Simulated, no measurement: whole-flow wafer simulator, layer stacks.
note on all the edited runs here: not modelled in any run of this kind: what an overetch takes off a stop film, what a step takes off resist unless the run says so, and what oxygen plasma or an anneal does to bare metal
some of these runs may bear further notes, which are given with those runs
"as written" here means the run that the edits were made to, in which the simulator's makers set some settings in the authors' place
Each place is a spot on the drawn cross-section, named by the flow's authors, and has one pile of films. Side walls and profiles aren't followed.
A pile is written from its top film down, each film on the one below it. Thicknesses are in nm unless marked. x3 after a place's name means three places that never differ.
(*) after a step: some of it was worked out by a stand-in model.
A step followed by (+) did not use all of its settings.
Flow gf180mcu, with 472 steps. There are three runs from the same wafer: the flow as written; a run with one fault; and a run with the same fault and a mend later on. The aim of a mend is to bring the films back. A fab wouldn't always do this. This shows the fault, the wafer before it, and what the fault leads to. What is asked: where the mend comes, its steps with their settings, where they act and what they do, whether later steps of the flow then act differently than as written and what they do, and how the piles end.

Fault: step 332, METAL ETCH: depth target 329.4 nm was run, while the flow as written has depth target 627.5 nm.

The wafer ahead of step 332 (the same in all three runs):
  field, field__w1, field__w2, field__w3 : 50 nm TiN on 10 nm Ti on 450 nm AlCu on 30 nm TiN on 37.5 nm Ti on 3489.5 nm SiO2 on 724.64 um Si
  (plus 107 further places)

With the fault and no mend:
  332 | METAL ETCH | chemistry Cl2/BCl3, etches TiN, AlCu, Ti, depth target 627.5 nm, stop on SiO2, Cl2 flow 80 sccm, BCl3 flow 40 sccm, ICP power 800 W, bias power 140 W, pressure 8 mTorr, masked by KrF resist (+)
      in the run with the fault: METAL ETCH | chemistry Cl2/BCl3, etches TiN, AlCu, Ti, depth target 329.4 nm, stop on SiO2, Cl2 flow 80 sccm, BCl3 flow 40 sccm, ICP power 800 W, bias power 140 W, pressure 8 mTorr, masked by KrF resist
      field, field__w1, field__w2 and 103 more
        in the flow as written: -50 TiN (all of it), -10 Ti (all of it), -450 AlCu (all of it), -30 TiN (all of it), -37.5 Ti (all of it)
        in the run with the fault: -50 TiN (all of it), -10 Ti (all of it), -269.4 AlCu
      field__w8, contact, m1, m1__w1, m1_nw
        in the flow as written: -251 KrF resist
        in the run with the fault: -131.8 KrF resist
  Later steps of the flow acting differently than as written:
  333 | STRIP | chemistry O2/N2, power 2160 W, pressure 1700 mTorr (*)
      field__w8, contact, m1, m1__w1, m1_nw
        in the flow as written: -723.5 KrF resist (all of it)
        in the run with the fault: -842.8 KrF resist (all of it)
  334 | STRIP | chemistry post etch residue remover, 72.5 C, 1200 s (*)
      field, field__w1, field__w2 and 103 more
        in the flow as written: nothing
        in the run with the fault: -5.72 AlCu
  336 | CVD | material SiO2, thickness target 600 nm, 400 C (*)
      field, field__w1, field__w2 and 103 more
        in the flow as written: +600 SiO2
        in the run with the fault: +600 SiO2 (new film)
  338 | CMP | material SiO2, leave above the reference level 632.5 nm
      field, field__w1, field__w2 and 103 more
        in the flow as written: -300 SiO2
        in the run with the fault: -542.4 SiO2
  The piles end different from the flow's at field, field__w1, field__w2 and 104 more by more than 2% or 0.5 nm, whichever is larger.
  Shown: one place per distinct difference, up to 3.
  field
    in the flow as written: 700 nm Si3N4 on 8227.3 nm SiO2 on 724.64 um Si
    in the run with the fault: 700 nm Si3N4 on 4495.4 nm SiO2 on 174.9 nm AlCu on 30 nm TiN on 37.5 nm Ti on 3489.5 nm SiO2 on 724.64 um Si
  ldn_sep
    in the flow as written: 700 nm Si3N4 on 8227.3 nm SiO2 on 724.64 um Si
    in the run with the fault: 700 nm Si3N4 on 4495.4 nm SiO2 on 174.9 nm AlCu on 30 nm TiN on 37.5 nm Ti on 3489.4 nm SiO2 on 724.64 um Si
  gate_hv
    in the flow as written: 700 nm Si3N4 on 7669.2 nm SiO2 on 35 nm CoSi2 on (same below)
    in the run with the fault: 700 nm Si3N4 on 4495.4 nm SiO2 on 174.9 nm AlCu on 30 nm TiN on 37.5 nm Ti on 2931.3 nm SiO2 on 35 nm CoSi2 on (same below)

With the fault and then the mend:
  After step 332 comes the mend.
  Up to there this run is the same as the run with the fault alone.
  332a | METAL ETCH | chemistry Cl2/BCl3, etches TiN, AlCu, Ti, depth target 298.1 nm, stop on SiO2, Cl2 flow 80 sccm, BCl3 flow 40 sccm, ICP power 800 W, bias power 140 W, pressure 8 mTorr, masked by KrF resist (+) (a further turn of the flow's step 332, with different settings)
      field, field__w1, field__w2 and 103 more
        -180.6 AlCu (all of it), -30 TiN (all of it), -37.5 Ti (all of it)
      field__w8, contact, m1, m1__w1, m1_nw
        -119.2 KrF resist
  Every later step of the flow that is run acts as written at every place that is followed.
  The piles end the same as the flow's at every place that both follow.
